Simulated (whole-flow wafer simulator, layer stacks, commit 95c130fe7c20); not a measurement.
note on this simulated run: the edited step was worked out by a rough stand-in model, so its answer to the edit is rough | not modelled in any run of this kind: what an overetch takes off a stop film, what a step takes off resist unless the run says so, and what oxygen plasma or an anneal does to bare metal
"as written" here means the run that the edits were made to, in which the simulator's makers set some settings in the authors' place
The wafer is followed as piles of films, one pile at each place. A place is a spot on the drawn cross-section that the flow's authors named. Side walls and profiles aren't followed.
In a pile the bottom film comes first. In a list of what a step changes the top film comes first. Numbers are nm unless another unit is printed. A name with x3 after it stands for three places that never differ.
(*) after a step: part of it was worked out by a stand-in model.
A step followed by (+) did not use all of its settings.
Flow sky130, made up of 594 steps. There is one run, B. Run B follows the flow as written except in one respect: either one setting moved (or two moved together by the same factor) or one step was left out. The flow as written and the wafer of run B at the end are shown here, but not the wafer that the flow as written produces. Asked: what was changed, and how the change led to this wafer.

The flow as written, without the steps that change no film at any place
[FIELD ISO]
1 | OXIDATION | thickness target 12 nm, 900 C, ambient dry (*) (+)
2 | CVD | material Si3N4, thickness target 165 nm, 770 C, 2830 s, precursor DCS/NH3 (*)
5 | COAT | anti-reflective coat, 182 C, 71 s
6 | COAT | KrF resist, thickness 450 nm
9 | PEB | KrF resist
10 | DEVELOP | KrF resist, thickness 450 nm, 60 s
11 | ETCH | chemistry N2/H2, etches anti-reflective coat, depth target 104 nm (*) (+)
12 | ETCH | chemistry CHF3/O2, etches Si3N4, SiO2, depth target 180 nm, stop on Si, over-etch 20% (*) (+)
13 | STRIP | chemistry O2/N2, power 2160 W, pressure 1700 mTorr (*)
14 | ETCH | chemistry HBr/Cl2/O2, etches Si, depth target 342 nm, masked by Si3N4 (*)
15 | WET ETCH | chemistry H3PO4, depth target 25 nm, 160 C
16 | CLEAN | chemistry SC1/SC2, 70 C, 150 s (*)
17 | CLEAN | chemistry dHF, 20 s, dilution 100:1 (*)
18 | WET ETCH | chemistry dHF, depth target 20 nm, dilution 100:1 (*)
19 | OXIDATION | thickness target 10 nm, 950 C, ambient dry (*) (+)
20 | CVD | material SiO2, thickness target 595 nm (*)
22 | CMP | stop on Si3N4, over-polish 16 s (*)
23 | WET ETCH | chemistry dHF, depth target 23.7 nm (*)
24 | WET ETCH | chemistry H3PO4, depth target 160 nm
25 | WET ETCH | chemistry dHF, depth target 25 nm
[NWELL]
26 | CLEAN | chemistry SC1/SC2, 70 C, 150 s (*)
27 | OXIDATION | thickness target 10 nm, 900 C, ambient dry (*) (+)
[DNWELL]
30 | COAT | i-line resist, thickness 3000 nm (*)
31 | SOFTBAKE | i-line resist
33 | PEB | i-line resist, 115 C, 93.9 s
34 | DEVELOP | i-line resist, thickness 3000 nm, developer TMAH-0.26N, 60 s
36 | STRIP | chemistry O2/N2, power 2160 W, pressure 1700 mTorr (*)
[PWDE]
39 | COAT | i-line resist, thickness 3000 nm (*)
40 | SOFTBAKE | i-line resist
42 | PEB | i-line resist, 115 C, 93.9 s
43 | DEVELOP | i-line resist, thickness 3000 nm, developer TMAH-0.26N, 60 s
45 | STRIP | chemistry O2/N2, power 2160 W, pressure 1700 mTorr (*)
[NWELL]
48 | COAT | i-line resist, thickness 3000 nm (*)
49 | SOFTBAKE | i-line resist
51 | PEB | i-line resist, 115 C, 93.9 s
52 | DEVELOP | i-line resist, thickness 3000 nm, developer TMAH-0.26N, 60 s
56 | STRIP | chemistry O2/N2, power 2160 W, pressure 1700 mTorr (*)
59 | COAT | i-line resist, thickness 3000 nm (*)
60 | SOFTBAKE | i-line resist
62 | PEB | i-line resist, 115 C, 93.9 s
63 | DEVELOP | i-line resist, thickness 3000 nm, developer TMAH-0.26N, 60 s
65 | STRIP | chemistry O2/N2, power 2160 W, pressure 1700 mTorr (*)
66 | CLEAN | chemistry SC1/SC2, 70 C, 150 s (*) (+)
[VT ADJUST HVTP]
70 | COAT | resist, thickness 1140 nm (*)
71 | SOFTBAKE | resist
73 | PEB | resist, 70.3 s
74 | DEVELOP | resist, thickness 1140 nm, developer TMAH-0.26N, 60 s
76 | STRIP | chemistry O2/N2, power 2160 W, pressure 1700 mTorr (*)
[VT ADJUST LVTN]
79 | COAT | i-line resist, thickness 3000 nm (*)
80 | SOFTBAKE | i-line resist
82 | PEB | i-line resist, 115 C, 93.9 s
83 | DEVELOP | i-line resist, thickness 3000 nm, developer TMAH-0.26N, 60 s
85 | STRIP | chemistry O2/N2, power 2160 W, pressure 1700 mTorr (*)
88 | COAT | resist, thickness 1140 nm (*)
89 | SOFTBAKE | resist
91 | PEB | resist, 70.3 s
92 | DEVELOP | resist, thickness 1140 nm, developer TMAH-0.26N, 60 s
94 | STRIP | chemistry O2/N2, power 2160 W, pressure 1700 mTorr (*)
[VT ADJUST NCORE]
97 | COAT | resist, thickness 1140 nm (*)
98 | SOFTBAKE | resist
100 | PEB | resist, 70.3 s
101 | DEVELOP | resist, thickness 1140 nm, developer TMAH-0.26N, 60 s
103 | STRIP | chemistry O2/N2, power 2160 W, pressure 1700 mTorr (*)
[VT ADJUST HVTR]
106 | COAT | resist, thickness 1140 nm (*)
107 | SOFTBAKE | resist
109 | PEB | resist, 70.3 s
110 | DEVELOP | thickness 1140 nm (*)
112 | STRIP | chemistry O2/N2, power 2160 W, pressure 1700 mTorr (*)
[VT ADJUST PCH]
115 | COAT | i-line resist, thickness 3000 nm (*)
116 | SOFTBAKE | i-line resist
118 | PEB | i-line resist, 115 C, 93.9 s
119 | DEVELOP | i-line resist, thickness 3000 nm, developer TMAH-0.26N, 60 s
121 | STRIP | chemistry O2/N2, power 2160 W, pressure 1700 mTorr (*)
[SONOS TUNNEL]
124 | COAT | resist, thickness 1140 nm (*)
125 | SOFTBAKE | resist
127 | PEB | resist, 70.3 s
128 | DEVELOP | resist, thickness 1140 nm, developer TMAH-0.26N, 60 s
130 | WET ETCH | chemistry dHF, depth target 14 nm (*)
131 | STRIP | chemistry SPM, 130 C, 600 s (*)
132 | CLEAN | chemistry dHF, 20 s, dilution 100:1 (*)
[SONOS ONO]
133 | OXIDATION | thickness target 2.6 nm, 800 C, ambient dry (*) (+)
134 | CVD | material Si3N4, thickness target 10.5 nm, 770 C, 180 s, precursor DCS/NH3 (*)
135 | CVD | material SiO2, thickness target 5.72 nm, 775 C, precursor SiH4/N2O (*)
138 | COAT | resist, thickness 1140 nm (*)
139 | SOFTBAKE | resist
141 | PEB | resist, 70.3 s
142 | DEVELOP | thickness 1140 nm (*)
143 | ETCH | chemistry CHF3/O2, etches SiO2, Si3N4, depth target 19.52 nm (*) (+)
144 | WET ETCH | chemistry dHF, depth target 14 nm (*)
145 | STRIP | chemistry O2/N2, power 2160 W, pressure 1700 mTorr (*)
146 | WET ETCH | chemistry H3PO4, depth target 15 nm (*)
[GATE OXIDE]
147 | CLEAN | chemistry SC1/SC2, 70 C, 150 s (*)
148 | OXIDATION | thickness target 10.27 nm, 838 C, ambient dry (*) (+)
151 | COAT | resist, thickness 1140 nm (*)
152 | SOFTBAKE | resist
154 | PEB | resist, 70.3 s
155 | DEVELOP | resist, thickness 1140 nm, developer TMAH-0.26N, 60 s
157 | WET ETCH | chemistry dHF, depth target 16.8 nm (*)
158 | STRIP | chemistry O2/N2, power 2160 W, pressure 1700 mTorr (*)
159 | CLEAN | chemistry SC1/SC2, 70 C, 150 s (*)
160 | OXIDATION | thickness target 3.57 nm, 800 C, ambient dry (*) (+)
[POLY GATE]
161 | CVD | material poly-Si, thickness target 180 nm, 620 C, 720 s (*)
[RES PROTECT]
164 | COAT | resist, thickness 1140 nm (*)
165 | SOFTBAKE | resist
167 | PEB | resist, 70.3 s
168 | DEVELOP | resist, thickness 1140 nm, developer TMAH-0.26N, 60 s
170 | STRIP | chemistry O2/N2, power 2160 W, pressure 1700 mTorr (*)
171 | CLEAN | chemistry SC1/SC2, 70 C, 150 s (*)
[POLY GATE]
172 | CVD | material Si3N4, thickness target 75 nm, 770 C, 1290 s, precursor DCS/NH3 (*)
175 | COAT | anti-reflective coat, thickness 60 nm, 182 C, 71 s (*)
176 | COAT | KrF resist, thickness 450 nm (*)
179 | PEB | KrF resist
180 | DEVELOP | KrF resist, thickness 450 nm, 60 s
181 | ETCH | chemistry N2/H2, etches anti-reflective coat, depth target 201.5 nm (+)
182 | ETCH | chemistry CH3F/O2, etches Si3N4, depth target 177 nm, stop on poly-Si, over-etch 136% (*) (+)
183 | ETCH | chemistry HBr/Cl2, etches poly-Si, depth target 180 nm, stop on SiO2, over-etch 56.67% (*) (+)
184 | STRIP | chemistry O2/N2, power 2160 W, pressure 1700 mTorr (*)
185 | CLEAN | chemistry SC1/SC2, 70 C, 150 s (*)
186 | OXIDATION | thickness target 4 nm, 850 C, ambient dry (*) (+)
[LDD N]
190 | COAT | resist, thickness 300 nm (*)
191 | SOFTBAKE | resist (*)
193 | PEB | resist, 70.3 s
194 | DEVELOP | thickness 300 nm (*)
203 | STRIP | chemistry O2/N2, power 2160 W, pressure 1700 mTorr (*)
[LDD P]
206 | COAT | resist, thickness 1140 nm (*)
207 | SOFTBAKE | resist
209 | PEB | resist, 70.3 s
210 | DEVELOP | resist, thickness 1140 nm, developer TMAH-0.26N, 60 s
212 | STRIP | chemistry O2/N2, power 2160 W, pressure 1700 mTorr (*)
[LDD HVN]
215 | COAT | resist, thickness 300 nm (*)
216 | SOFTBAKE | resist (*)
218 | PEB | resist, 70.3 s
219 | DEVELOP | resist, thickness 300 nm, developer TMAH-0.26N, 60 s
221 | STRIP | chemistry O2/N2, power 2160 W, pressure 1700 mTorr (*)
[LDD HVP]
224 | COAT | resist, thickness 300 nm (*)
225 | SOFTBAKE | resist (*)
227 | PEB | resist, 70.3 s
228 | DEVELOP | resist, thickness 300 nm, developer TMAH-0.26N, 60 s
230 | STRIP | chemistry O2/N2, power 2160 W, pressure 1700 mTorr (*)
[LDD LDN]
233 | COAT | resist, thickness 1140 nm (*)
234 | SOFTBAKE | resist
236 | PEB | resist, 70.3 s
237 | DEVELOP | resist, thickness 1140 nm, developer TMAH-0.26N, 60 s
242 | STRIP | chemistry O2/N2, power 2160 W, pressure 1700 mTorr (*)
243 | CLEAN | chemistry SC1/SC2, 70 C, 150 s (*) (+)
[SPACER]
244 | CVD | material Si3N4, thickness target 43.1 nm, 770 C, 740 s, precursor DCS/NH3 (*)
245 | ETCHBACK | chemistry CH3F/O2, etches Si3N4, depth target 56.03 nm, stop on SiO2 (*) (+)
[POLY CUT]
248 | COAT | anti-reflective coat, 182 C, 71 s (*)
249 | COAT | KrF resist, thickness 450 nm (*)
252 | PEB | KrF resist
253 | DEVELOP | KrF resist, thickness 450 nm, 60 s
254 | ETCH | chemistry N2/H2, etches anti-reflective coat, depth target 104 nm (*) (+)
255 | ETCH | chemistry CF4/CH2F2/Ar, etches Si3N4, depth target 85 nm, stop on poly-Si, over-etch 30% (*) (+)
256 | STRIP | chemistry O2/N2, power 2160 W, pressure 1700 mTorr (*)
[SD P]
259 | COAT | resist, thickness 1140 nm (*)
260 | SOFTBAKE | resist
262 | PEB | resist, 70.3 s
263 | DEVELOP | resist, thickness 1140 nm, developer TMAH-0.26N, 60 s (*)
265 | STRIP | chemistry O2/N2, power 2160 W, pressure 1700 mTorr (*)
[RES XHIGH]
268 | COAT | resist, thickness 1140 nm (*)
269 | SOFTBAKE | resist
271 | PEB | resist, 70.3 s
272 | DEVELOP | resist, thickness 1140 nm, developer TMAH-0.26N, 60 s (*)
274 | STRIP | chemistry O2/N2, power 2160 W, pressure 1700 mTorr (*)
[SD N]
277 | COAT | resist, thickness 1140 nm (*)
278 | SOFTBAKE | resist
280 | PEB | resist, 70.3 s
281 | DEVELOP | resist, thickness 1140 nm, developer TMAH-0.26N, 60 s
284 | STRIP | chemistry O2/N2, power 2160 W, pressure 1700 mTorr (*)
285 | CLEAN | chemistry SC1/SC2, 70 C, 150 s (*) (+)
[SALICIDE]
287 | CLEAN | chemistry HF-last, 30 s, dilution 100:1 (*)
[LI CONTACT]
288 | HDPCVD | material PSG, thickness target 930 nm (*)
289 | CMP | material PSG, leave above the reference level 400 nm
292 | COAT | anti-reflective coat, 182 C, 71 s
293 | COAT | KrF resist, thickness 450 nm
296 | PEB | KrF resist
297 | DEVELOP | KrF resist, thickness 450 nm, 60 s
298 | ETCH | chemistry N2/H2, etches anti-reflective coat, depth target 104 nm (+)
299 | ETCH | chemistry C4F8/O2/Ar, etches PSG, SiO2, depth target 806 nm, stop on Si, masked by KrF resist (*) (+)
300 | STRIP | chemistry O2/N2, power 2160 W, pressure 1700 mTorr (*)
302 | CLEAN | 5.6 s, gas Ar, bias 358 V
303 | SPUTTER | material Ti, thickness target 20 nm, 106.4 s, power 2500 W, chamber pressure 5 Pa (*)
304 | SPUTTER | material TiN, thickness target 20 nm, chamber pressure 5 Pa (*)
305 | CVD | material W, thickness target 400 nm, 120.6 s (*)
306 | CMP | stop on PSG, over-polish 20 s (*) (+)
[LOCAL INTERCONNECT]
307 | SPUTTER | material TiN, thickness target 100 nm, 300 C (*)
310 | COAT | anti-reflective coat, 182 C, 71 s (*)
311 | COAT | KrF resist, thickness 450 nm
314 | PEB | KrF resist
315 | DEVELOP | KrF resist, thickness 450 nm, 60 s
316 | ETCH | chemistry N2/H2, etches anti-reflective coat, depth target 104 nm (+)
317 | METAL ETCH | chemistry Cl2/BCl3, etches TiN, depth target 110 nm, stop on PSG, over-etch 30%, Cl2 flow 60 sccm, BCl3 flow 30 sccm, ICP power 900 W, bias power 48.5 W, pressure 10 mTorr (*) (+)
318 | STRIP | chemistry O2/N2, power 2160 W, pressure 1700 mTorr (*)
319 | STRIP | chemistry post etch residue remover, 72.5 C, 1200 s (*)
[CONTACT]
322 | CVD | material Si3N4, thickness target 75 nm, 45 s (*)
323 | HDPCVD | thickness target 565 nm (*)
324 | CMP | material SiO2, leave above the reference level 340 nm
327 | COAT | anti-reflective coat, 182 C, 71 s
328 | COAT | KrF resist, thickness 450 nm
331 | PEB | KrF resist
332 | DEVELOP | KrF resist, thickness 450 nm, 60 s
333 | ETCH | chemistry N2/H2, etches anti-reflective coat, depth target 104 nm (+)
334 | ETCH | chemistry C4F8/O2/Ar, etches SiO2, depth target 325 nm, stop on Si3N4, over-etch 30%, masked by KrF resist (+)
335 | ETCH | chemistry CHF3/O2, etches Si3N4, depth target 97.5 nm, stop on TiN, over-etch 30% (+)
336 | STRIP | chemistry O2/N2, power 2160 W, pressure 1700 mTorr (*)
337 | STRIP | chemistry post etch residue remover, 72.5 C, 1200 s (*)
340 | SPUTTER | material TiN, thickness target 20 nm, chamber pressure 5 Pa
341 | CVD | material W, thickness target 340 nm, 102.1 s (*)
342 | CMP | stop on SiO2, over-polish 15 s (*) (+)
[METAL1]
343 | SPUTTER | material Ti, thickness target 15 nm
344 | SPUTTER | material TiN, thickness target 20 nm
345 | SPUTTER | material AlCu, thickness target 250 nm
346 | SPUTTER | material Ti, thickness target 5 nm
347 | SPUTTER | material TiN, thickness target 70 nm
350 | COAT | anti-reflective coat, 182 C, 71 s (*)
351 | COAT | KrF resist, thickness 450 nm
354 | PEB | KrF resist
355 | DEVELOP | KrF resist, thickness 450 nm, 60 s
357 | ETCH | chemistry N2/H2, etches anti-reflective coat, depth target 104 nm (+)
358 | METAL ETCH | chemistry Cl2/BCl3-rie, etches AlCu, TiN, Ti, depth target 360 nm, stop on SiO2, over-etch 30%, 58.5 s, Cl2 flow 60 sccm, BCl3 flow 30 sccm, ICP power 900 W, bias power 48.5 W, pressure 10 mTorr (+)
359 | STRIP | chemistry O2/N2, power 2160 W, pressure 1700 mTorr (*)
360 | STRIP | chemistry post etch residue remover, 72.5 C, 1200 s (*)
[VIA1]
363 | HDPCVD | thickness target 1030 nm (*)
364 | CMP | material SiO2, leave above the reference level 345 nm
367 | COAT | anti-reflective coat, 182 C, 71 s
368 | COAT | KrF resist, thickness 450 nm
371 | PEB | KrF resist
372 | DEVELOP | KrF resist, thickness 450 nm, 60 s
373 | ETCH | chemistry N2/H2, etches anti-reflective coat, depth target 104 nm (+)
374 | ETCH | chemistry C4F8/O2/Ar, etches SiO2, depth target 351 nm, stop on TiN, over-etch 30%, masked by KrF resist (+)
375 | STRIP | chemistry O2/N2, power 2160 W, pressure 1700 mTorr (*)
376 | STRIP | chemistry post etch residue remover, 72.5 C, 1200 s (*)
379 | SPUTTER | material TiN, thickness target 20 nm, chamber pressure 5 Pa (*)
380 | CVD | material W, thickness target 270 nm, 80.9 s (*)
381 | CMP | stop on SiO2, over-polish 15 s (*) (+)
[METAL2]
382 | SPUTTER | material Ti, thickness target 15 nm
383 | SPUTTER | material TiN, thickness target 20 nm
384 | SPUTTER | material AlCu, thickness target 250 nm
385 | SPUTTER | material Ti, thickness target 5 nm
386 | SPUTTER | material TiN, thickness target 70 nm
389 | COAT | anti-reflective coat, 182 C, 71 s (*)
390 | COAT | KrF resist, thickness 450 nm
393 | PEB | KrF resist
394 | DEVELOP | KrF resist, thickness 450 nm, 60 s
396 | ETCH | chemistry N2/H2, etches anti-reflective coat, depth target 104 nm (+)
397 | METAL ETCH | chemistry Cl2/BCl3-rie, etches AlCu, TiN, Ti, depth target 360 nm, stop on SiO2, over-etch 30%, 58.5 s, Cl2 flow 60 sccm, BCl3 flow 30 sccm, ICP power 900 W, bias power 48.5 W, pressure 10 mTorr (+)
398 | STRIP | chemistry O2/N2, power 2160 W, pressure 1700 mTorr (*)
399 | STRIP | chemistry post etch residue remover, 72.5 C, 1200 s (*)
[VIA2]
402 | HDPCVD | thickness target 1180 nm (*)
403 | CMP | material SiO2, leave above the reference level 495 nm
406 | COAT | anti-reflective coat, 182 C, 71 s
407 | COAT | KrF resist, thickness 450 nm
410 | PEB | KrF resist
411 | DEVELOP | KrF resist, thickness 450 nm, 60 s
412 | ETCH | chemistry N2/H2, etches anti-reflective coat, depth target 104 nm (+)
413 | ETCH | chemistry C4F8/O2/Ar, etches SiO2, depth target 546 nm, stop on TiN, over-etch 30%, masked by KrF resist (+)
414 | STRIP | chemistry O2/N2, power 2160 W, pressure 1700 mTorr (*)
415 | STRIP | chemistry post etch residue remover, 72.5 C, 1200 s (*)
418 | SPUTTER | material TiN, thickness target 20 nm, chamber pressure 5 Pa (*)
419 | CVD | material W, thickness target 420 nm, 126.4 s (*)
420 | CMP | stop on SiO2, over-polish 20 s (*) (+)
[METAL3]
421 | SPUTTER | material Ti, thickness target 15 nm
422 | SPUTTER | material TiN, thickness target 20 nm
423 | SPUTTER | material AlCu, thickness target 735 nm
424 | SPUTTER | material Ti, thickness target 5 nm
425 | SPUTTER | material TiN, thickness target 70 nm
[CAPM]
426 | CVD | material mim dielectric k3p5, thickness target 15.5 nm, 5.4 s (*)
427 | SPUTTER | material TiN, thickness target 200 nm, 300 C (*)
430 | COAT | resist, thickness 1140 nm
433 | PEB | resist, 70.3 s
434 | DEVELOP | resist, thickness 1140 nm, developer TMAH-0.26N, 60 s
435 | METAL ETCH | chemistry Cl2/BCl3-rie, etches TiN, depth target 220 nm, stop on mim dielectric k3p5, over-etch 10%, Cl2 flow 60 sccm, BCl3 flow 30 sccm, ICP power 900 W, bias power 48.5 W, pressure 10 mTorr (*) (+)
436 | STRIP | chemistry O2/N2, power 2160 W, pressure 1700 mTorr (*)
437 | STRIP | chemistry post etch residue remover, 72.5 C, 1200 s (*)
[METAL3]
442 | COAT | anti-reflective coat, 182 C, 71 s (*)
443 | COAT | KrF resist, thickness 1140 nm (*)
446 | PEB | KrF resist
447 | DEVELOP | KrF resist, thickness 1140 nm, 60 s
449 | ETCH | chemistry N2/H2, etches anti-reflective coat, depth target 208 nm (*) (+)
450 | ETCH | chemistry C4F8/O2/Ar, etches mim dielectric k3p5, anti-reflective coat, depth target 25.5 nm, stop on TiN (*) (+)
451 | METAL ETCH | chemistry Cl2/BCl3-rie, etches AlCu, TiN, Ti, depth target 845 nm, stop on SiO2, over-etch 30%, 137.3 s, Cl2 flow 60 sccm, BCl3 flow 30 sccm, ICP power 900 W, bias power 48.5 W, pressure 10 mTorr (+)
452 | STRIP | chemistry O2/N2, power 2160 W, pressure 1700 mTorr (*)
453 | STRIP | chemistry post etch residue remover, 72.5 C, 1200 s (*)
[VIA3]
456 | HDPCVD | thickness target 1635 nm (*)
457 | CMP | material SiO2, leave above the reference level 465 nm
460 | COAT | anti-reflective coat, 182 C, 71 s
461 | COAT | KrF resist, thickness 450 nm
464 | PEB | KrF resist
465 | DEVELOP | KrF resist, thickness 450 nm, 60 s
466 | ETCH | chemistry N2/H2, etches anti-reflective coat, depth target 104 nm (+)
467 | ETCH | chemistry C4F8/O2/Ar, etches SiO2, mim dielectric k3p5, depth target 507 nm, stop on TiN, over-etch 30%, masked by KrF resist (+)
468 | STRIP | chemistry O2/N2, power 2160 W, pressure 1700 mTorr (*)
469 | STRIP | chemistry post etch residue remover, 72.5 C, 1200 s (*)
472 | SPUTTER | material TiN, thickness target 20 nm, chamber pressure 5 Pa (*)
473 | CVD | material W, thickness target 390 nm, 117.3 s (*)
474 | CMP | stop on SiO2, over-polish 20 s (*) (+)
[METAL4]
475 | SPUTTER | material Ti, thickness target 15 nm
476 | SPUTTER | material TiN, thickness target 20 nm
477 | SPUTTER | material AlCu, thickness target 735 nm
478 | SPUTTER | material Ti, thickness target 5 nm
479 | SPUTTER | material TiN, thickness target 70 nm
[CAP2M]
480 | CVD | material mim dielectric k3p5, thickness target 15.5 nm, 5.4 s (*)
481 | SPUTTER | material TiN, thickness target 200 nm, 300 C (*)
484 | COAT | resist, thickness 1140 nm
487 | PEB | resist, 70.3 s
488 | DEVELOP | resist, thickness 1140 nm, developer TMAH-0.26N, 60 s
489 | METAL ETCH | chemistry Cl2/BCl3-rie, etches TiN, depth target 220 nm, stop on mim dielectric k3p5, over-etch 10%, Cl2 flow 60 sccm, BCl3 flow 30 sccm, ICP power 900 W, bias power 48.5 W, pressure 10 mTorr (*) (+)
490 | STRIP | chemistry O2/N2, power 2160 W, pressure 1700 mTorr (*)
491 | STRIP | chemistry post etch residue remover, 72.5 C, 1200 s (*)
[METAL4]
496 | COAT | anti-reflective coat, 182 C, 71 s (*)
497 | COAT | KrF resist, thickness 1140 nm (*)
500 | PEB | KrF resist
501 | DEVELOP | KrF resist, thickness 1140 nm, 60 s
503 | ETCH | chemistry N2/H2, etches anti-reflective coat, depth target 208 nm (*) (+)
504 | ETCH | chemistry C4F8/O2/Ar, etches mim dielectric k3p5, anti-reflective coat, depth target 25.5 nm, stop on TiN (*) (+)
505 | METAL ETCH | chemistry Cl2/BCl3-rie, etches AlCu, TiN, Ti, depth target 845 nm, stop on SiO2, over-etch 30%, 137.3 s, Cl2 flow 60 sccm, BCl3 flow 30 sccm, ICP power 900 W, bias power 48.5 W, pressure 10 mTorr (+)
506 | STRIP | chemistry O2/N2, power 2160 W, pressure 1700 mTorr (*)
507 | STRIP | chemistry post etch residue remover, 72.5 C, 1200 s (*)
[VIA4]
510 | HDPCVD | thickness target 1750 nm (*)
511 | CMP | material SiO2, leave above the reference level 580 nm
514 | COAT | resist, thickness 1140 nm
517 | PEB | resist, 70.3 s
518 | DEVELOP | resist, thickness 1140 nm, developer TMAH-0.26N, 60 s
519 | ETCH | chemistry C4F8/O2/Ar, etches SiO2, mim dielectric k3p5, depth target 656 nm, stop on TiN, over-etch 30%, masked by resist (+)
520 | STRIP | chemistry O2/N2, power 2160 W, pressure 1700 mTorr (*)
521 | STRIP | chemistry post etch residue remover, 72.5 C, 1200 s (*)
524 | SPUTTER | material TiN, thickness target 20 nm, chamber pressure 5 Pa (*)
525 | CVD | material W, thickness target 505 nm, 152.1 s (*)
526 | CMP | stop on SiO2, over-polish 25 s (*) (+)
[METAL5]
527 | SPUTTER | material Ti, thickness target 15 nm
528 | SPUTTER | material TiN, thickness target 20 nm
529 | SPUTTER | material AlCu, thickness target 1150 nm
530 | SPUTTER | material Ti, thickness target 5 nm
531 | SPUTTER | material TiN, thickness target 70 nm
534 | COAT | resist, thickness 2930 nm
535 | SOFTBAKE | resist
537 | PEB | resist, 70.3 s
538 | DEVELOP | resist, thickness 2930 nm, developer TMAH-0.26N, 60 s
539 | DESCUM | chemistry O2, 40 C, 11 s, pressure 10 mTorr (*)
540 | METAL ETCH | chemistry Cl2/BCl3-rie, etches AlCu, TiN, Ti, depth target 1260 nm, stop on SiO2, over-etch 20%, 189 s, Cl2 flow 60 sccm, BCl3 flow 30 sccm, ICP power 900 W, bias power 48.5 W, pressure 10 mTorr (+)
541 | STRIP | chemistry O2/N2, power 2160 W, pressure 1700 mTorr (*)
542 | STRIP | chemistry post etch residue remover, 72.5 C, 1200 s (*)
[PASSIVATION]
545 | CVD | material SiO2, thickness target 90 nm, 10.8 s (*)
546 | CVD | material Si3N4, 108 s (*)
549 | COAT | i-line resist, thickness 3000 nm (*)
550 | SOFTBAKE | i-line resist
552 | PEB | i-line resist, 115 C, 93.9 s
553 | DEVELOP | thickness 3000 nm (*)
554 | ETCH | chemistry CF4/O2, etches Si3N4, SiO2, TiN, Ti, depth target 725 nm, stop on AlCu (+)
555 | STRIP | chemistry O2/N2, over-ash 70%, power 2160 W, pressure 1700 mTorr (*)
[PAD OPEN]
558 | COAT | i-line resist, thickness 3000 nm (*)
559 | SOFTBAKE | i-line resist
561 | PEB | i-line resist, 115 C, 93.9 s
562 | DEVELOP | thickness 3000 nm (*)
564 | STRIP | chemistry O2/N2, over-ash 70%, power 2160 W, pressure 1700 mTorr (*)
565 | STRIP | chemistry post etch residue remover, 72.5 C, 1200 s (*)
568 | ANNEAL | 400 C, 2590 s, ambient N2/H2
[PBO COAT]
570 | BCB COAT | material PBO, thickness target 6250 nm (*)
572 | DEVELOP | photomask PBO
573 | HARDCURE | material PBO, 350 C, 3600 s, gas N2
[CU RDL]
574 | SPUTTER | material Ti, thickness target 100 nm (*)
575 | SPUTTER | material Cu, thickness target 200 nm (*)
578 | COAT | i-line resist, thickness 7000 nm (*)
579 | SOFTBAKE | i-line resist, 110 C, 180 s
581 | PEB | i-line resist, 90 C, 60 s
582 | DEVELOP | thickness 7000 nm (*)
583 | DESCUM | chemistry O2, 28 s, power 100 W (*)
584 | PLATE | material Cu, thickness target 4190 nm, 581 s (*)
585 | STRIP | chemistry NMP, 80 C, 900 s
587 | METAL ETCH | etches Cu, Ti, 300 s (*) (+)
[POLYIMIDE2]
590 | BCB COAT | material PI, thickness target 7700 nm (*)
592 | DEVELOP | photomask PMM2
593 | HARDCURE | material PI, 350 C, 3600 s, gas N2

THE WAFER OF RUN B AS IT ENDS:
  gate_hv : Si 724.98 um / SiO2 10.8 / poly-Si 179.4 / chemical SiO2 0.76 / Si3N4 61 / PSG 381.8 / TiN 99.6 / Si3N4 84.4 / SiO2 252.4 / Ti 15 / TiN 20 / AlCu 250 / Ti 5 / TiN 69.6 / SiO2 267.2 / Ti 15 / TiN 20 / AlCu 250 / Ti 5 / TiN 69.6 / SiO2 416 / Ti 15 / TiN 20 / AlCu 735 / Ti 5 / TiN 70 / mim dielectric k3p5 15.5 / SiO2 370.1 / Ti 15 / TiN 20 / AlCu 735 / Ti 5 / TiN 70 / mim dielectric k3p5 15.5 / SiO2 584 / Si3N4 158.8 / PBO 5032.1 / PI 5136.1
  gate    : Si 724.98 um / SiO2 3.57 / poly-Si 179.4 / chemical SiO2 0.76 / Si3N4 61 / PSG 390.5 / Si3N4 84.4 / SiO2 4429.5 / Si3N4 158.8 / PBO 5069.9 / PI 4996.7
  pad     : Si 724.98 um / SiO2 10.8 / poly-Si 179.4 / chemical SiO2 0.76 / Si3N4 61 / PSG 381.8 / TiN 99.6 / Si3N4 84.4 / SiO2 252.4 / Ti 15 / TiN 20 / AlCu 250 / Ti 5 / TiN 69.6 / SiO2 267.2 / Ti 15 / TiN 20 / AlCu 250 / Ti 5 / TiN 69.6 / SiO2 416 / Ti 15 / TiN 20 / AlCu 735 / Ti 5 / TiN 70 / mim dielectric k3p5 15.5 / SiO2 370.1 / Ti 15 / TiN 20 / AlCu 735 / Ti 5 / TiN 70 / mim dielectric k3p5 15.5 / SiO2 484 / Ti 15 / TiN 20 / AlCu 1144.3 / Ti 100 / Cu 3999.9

The reason: step 322, CVD: thickness target 84.4 nm was run, though the flow has thickness target 75 nm; step 322, CVD: 50.6 s was run, where the flow has 45 s.
The wafer itself shows it: gate_hv has Si3N4 84.4, and step 322 as written asks for 75 nm.

The path from the change to this, step by step:
  322 | CVD | material Si3N4, thickness target 75 nm, 45 s (*)
      field, active, n_well and 188 more: +84.4 Si3N4 (new film) (as written it would have been: +75 Si3N4 (new film))
  324 | CMP | material SiO2, leave above the reference level 340 nm
      n_well, p_well, gate_hv and 93 more: -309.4 SiO2 (as written it would have been: -300 SiO2)
      field, active, gate and 88 more: -209.8 SiO2 (as written it would have been: -200.4 SiO2)
      (as well as at 4 more places)
  334 | ETCH | chemistry C4F8/O2/Ar, etches SiO2, depth target 325 nm, stop on Si3N4, over-etch 30%, masked by KrF resist (+)
      poly_licon, ndiff_licon, ndiff_licon_cpp, rpo_hd_licon: -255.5 SiO2 (all of it) (as written it would have been: -264.9 SiO2 (all of it))
  335 | ETCH | chemistry CHF3/O2, etches Si3N4, depth target 97.5 nm, stop on TiN, over-etch 30% (+)
      poly_licon, ndiff_licon, ndiff_licon_cpp, rpo_hd_licon: -84.4 Si3N4 (all of it) (as written it would have been: -75 Si3N4 (all of it))
